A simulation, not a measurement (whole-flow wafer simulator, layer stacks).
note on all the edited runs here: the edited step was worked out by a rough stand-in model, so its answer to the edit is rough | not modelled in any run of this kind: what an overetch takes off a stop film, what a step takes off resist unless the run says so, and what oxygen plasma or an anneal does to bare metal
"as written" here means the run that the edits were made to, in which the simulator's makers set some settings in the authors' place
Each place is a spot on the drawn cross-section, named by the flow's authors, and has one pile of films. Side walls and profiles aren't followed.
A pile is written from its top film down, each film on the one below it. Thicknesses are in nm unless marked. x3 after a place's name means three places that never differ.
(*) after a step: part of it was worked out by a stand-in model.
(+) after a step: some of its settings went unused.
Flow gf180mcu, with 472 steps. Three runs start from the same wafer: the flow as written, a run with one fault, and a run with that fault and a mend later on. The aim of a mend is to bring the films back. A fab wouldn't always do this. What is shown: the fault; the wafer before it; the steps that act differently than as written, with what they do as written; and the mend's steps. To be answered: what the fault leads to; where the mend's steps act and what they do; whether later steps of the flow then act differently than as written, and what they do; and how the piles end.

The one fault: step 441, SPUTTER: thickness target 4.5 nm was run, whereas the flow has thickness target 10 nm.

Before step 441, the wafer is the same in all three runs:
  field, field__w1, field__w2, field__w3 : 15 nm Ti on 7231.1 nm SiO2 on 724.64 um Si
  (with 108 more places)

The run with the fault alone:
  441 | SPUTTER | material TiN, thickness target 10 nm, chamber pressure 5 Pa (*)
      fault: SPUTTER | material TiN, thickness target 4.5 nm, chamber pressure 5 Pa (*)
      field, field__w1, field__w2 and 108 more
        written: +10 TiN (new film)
        fault: +4.5 TiN (new film)
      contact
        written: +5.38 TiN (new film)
        fault: +2.43 TiN (new film)
  Later steps of the flow acting differently than as written (1 more step, not shown, differs only slightly: by at most 2% or 0.5 nm, whichever is larger):
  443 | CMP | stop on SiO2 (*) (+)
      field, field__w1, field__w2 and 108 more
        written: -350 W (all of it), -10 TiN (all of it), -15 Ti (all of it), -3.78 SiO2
        fault: -350 W (all of it), -4.5 TiN (all of it), -15 Ti (all of it), -3.73 SiO2
  The piles end different from the flow's at contact by more than 2% or 0.5 nm, whichever is larger.
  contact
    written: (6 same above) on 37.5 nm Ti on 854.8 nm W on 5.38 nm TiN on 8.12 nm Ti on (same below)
    fault: (6 same above) on 37.5 nm Ti on 857.8 nm W on 2.43 nm TiN on 8.12 nm Ti on (same below)

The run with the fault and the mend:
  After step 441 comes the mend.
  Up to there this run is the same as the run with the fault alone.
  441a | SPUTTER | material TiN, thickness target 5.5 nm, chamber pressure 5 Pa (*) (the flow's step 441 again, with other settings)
      field, field__w1, field__w2 and 108 more
        +5.5 TiN
      contact
        +2.96 TiN
  None of the later steps of the flow acts differently than as written at any place that is followed.
  At every place that both follow, the piles at the end match the flow's.
